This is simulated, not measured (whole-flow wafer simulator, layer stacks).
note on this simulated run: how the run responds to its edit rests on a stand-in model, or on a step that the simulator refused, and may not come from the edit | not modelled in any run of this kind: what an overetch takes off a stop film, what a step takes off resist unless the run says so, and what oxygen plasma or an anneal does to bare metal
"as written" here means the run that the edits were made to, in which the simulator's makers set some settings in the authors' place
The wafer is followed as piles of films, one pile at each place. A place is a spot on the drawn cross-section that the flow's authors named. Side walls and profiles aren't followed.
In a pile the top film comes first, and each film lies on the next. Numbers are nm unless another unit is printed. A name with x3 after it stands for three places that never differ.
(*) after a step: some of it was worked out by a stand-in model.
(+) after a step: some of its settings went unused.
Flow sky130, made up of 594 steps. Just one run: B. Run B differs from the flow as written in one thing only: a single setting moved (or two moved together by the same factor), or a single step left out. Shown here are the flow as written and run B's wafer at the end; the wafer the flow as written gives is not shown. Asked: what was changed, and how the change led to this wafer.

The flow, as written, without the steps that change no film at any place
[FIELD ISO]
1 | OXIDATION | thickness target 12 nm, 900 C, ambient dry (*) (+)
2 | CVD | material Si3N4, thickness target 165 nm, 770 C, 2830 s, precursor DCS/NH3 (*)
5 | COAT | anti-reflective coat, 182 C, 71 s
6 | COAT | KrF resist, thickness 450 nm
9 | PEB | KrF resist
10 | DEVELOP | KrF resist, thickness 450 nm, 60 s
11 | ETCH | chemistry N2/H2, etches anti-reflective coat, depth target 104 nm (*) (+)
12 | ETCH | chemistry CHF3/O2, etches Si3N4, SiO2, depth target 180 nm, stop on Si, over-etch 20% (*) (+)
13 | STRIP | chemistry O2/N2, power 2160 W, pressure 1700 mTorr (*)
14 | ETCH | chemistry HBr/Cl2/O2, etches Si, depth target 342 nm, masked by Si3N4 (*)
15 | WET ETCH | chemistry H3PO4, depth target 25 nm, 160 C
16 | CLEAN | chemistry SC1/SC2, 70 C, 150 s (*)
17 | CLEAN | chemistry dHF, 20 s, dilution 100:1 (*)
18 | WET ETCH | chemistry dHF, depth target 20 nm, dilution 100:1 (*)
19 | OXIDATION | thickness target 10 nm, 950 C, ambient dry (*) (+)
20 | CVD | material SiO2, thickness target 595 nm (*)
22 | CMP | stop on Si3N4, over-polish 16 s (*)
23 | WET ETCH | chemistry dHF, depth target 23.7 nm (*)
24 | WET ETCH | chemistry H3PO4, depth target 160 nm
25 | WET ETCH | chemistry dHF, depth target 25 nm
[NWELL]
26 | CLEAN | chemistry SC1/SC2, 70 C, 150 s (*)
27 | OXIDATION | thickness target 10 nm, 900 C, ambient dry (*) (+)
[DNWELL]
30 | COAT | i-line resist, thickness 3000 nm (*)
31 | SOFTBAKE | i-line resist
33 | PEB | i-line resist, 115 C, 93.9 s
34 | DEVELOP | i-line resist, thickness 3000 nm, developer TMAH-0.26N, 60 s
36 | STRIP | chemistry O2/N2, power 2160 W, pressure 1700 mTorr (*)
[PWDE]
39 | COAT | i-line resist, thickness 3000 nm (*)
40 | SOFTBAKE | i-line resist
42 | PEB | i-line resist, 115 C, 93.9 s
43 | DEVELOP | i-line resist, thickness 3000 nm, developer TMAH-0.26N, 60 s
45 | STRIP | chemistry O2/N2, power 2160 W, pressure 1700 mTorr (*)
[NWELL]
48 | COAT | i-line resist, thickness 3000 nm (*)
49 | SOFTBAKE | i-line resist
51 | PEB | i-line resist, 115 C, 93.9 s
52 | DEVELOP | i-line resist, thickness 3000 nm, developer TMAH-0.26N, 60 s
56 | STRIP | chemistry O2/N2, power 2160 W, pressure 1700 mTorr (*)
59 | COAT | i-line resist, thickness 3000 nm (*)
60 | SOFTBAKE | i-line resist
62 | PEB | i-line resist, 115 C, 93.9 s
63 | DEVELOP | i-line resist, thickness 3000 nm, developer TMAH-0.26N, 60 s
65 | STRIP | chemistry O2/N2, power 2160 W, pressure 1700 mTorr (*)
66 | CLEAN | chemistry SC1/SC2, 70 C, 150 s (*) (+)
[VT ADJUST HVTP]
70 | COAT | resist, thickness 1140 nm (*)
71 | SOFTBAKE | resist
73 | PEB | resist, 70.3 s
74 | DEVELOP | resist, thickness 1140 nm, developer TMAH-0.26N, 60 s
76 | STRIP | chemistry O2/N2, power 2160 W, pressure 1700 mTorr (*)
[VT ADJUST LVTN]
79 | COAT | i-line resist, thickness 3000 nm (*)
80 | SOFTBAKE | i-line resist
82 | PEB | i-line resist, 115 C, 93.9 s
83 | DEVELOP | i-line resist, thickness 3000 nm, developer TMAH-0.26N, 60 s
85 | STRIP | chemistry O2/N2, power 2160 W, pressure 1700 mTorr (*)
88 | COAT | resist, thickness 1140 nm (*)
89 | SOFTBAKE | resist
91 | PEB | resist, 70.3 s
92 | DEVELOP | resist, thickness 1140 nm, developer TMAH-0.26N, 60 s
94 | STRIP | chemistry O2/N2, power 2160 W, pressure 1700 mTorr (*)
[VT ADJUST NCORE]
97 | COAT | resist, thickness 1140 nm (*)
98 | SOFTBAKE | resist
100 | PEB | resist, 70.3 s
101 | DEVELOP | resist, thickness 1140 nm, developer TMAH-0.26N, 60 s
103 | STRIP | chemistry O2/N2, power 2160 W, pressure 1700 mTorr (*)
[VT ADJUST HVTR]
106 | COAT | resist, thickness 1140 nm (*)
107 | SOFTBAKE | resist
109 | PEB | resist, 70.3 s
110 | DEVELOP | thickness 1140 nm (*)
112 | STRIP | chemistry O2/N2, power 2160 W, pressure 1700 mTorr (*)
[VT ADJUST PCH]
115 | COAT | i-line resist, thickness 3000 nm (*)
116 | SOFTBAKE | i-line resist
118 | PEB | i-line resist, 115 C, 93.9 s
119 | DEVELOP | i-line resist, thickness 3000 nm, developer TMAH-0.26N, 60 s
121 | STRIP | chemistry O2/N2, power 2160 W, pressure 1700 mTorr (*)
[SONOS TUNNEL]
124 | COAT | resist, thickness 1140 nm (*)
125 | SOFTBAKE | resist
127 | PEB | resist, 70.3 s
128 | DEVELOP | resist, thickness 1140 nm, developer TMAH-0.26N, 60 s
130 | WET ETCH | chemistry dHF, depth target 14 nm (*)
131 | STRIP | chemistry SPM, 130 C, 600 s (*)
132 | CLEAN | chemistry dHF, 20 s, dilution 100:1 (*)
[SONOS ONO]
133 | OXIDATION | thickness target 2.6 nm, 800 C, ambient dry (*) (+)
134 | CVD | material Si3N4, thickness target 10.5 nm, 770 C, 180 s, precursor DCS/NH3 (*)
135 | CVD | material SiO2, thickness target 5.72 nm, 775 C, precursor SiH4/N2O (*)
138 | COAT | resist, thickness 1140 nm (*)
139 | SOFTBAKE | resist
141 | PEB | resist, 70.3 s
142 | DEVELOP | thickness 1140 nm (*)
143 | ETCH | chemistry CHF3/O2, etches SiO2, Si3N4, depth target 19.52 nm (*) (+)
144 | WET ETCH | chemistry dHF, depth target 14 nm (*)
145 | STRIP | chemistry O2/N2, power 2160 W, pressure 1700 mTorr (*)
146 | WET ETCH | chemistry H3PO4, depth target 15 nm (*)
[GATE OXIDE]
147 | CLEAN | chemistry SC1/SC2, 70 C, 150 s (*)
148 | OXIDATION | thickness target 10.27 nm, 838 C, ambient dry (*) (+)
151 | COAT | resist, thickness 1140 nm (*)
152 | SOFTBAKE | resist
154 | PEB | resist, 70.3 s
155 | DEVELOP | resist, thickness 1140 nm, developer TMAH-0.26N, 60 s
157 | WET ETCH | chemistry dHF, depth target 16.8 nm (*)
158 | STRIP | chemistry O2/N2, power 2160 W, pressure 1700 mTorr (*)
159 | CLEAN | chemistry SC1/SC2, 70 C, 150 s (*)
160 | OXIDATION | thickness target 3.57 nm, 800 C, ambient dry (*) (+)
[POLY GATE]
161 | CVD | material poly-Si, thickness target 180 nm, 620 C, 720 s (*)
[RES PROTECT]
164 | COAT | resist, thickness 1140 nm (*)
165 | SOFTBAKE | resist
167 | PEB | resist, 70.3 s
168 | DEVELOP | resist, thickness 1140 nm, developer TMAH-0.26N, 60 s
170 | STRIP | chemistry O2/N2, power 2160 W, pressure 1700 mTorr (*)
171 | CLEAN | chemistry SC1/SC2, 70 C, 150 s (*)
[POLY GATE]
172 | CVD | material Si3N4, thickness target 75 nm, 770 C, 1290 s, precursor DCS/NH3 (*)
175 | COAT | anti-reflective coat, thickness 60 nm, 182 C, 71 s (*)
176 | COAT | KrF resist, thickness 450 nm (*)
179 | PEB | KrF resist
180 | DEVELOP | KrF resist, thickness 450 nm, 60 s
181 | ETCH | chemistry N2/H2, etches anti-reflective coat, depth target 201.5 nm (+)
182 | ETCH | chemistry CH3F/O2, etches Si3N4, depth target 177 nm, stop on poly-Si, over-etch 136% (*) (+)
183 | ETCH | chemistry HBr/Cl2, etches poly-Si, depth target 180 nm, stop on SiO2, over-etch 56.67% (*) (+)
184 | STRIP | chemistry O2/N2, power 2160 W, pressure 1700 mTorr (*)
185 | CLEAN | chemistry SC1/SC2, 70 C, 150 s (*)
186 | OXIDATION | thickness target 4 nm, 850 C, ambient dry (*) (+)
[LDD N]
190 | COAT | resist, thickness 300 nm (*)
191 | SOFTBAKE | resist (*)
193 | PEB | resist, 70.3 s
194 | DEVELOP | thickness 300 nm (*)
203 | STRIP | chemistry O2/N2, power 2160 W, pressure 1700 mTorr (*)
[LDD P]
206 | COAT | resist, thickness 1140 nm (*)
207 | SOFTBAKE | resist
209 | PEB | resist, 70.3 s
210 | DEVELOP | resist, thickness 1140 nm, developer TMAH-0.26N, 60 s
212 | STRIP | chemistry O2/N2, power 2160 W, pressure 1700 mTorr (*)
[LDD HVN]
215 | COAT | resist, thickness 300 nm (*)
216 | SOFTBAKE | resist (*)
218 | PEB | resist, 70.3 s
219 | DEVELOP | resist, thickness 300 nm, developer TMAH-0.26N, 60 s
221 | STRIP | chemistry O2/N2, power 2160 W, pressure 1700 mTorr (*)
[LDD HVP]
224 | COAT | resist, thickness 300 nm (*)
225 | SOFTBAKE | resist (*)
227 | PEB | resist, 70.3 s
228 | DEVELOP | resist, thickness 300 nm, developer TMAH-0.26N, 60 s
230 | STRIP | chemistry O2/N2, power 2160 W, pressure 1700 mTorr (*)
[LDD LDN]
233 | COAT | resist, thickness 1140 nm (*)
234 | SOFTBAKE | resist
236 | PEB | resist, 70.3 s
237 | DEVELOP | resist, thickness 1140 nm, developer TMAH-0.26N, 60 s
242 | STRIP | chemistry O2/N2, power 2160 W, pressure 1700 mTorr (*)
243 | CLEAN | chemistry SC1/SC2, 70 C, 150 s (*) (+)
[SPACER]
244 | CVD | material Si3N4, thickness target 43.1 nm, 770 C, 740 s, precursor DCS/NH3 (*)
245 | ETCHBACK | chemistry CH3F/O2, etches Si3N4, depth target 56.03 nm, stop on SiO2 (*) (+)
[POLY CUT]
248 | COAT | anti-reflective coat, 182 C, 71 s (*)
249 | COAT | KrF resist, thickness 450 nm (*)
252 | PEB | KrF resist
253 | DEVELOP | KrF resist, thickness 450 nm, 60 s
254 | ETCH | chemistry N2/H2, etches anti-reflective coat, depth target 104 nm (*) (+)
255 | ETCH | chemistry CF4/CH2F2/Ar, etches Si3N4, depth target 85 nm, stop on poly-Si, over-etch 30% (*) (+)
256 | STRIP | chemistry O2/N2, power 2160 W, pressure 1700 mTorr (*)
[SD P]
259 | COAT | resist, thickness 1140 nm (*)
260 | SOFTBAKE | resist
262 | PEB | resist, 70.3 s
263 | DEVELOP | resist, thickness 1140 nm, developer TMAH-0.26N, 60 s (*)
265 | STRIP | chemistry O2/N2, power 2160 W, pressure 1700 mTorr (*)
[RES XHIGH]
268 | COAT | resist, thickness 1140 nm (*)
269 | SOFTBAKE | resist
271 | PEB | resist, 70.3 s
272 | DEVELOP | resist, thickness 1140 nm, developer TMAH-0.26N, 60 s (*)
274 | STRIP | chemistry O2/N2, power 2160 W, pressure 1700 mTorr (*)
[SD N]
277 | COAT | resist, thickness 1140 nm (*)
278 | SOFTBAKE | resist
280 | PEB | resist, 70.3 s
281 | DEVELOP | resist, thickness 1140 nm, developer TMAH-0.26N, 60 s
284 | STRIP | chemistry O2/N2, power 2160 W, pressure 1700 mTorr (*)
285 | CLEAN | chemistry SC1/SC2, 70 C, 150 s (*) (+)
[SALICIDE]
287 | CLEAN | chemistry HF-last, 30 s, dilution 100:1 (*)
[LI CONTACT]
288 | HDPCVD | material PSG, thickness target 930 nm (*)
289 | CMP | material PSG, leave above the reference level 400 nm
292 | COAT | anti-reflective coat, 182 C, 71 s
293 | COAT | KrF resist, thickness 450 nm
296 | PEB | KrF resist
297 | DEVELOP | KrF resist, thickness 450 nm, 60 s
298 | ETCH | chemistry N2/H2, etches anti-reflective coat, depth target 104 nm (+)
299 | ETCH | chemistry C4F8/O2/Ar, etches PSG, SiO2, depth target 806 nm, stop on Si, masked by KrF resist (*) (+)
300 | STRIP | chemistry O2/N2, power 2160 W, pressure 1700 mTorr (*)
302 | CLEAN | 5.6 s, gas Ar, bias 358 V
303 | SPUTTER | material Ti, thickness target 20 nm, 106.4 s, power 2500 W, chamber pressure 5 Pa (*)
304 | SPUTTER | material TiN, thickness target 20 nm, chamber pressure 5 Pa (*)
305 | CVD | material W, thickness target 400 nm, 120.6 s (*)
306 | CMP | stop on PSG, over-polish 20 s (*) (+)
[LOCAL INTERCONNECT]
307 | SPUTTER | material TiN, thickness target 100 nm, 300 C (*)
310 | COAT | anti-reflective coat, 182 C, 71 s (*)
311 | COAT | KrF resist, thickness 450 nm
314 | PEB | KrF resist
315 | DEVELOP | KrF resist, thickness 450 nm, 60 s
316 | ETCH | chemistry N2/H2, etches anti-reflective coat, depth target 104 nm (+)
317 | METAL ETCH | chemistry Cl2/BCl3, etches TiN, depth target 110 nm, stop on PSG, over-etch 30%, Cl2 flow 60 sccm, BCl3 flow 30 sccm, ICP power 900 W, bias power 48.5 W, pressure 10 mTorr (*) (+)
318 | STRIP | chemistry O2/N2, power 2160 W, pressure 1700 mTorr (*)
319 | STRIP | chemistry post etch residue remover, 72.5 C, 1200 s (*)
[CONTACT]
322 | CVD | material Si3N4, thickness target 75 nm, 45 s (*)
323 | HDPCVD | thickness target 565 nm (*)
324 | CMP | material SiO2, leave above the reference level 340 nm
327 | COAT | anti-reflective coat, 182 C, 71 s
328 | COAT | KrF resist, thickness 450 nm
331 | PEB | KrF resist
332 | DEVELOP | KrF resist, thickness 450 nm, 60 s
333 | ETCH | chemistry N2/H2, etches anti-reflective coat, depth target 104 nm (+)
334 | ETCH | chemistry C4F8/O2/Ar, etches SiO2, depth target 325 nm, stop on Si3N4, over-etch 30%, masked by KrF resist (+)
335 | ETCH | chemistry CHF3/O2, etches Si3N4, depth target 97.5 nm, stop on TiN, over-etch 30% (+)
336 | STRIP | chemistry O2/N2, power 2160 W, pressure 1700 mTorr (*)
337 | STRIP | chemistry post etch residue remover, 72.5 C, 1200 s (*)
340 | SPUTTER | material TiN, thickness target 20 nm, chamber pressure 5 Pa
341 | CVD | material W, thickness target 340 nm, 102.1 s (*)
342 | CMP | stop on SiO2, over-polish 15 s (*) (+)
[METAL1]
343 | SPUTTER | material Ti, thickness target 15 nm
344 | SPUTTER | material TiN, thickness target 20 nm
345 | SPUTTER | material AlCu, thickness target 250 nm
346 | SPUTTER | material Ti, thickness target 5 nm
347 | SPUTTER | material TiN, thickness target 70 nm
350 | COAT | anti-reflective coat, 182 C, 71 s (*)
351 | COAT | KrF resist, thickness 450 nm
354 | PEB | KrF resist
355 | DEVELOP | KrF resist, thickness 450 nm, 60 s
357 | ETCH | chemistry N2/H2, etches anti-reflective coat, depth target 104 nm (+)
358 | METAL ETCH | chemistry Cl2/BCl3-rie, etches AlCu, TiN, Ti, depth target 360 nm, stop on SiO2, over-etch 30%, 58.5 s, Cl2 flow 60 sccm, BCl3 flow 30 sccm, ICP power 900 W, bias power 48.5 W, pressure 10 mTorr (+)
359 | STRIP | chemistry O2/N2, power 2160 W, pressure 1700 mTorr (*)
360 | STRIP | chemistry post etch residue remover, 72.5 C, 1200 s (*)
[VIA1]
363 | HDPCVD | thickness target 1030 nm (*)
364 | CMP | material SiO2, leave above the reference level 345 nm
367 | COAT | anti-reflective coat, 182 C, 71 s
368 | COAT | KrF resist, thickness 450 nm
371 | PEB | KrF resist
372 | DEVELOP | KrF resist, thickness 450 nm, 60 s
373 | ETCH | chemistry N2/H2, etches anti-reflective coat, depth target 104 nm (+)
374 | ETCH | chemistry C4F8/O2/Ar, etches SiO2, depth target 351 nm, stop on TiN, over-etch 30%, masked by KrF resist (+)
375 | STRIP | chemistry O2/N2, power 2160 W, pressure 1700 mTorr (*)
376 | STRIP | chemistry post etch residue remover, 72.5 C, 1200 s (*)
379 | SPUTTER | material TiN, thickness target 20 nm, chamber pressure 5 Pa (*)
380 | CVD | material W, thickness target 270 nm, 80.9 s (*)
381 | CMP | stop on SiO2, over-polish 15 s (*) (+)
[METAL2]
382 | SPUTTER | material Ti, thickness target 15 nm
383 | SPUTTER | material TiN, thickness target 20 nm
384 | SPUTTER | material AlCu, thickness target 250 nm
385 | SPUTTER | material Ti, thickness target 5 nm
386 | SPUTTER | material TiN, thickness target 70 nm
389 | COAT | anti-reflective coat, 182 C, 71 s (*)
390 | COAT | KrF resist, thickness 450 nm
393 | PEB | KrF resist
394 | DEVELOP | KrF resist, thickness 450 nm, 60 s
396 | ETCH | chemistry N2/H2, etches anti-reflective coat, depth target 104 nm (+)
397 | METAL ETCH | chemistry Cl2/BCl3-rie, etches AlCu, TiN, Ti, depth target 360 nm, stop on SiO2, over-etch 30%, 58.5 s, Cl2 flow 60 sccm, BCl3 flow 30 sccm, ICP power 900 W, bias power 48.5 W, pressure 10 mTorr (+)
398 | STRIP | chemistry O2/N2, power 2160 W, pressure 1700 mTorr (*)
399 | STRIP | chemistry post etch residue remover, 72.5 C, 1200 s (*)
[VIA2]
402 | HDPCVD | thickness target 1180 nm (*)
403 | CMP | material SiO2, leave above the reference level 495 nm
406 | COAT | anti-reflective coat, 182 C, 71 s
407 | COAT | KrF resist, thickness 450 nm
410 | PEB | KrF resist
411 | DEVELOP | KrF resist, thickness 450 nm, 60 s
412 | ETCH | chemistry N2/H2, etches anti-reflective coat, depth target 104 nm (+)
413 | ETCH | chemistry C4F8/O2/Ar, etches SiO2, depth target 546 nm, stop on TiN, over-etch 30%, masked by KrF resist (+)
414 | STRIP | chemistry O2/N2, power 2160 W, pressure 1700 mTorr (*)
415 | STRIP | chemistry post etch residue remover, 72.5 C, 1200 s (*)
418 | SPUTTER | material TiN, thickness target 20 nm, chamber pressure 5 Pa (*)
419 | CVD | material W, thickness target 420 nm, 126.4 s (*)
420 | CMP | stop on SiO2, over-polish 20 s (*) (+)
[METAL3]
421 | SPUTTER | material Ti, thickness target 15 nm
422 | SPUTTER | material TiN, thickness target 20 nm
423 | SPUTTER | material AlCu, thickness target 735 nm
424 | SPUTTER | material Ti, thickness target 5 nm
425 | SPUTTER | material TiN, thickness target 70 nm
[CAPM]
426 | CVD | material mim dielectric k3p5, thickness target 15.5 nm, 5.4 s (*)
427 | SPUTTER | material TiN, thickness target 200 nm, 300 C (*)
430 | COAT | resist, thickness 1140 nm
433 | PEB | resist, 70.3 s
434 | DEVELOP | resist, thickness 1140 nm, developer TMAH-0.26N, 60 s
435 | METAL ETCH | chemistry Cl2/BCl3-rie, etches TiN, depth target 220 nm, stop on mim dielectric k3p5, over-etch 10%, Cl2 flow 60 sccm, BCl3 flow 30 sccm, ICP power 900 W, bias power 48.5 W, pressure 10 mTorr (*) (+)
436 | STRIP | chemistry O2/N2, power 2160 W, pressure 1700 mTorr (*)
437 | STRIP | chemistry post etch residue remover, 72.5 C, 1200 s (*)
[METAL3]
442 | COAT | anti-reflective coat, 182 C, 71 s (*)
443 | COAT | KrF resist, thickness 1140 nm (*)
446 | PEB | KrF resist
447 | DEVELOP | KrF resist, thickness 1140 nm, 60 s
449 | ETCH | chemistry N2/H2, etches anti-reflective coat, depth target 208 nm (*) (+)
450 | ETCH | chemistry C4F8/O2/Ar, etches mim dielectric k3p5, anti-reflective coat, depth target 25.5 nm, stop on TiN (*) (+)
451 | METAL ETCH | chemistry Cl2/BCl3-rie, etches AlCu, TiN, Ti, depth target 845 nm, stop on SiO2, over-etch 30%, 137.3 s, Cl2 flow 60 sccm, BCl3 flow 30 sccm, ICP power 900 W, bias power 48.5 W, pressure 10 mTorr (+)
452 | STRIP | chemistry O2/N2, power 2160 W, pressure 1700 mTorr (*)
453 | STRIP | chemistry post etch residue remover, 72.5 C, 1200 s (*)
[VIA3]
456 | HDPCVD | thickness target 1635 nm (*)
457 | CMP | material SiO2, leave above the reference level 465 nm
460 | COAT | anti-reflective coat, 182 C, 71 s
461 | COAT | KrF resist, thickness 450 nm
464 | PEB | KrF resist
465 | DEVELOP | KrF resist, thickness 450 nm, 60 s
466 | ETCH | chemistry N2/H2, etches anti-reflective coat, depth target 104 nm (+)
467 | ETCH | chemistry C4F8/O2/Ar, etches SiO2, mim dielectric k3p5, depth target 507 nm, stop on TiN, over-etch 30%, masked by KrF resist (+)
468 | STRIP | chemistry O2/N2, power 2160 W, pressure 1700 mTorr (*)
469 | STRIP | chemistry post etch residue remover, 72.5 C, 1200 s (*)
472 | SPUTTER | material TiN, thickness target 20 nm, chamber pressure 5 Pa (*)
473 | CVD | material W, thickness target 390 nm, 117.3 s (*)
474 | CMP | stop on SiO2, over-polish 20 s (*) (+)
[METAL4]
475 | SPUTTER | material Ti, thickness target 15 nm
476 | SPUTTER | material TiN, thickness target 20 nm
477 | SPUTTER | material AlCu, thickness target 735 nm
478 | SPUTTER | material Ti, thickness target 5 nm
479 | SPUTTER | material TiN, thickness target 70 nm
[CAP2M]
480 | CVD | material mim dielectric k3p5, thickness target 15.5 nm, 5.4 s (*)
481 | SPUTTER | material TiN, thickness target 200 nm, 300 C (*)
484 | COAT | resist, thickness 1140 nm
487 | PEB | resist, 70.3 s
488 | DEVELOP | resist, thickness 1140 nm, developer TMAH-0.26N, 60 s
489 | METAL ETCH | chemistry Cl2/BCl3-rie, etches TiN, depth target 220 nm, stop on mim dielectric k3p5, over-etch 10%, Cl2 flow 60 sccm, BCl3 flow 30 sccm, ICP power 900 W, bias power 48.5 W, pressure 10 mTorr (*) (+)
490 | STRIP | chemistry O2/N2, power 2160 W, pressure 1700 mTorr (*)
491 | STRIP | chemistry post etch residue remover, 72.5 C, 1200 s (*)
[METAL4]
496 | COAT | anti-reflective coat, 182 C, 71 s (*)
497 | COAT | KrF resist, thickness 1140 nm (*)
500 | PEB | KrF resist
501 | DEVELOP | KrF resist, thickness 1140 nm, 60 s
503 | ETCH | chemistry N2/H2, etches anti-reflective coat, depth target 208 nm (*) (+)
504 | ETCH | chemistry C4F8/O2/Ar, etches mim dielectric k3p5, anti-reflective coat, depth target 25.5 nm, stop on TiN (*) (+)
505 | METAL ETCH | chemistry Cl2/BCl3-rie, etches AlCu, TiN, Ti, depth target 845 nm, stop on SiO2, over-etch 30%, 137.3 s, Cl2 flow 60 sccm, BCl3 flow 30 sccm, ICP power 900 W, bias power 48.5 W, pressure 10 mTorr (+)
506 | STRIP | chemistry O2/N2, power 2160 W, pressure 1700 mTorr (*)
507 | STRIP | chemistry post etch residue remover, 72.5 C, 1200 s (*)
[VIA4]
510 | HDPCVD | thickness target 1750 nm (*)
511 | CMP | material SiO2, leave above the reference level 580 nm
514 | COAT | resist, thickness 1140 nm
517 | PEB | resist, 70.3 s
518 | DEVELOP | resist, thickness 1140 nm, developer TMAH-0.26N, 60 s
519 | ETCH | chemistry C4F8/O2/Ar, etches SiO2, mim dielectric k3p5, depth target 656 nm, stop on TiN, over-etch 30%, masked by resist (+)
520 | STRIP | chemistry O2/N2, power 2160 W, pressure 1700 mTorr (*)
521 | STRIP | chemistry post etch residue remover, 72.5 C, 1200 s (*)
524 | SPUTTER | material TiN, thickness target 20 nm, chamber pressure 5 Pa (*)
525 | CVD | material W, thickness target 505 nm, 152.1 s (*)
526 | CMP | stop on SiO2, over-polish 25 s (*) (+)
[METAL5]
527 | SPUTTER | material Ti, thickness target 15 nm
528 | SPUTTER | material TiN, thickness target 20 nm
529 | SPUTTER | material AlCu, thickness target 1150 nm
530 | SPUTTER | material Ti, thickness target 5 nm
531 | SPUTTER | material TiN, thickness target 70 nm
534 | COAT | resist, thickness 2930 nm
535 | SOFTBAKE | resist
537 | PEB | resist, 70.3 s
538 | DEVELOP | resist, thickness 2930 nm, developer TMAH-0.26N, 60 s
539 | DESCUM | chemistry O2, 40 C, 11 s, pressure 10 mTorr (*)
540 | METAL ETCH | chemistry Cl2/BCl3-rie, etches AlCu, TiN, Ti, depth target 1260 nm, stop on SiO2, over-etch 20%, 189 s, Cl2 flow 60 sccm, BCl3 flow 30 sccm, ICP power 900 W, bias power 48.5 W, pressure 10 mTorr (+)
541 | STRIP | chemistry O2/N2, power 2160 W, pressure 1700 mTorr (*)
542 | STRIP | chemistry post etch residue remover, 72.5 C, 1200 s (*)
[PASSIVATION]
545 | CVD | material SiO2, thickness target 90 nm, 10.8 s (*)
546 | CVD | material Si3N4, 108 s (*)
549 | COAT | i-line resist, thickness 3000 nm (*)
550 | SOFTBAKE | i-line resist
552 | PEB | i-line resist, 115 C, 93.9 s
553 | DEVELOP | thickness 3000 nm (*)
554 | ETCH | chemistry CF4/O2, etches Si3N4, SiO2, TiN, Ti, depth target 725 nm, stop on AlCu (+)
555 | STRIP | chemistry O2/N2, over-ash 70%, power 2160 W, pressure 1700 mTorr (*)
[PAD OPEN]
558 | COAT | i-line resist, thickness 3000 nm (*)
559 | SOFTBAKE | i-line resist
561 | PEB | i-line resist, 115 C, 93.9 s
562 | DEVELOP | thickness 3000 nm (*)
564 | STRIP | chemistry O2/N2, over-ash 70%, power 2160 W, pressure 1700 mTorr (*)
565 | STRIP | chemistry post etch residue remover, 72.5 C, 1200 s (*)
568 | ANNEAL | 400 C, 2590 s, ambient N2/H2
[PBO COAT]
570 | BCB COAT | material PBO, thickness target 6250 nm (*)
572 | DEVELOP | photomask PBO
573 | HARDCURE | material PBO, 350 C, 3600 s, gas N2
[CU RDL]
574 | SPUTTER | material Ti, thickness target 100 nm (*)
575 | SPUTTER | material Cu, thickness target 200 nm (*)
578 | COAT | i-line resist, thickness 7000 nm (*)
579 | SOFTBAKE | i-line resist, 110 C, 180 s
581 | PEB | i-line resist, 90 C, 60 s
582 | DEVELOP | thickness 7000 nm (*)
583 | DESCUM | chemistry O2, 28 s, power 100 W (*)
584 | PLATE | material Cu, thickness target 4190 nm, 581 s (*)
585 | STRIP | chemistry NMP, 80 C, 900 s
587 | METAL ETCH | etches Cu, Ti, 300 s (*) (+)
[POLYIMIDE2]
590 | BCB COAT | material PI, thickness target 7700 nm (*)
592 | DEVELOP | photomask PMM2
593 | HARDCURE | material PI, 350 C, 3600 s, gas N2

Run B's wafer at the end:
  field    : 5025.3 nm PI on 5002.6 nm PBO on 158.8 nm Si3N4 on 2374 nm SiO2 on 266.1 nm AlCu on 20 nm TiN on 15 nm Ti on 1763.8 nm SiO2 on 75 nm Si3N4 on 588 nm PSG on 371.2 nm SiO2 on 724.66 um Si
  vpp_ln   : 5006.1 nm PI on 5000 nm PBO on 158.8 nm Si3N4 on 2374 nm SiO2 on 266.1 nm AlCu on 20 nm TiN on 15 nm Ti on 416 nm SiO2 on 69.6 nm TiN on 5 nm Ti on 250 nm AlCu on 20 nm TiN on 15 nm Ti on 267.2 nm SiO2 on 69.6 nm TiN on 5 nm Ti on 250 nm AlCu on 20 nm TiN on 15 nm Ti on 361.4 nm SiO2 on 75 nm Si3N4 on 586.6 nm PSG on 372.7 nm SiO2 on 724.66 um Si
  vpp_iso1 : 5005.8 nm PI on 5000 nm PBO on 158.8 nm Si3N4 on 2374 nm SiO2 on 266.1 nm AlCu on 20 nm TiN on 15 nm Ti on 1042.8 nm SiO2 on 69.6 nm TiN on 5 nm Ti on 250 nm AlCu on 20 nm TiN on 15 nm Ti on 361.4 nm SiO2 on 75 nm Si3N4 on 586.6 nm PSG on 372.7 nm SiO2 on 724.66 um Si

What caused this: step 451, METAL ETCH: depth target 414 nm was run, while the flow as written has depth target 845 nm; step 451, METAL ETCH: 67.3 s was run, where the flow has 137.3 s.

How this came from the change, step by step:
  451 | METAL ETCH | chemistry Cl2/BCl3-rie, etches AlCu, TiN, Ti, depth target 845 nm, stop on SiO2, over-etch 30%, 137.3 s, Cl2 flow 60 sccm, BCl3 flow 30 sccm, ICP power 900 W, bias power 48.5 W, pressure 10 mTorr (+)
      field, gate, spacer and 68 more: -70 TiN (all of it), -5 Ti (all of it), -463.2 AlCu (as written it would have been: -70 TiN (all of it), -5 Ti (all of it), -735 AlCu (all of it), -20 TiN (all of it), -15 Ti (all of it), -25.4 SiO2)
      active, vpp_ln, vpp_iso2 and 11 more: -70 TiN (all of it), -5 Ti (all of it), -463.2 AlCu (as written it would have been: -70 TiN (all of it), -5 Ti (all of it), -735 AlCu (all of it), -20 TiN (all of it), -15 Ti (all of it), -25.3 SiO2)
      (as well as at 107 more places)
  452 | STRIP | chemistry O2/N2, power 2160 W, pressure 1700 mTorr (*)
      gate_hv, dice_street, pplus_nw and 73 more: -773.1 KrF resist (all of it), -80 anti-reflective coat (all of it) (as written it would have been: -492.9 KrF resist (all of it), -80 anti-reflective coat (all of it))
      n_well, p_well, sd_n and 6 more: -773 KrF resist (all of it), -80 anti-reflective coat (all of it) (as written it would have been: -492.9 KrF resist (all of it), -80 anti-reflective coat (all of it))
      (as well as at 22 more places)
  453 | STRIP | chemistry post etch residue remover, 72.5 C, 1200 s (*)
      field, active, gate and 82 more: -5.72 AlCu (as written it would have been: nothing)
  456 | HDPCVD | thickness target 1635 nm (*)
      field, active, gate and 82 more: +1635 SiO2 (new film) (as written it would have been: +1635 SiO2)
  457 | CMP | material SiO2, leave above the reference level 465 nm
      field, active, gate and 82 more: -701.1 SiO2 (as written it would have been: -374.7 SiO2)
With metal films that touch counted as one body, field has 1 body; the flow as written gives 0 bodies.
With metal films that touch counted as one body, vpp_ln has 3 bodies (between them, from the top down: SiO2 416; SiO2 267.2); the flow as written gives 2 bodies (between them, from the top down: SiO2 267.2).
With metal films that touch counted as one body, vpp_iso1 has 2 bodies (between them, from the top down: SiO2 1042.8); the flow as written gives 1 body.
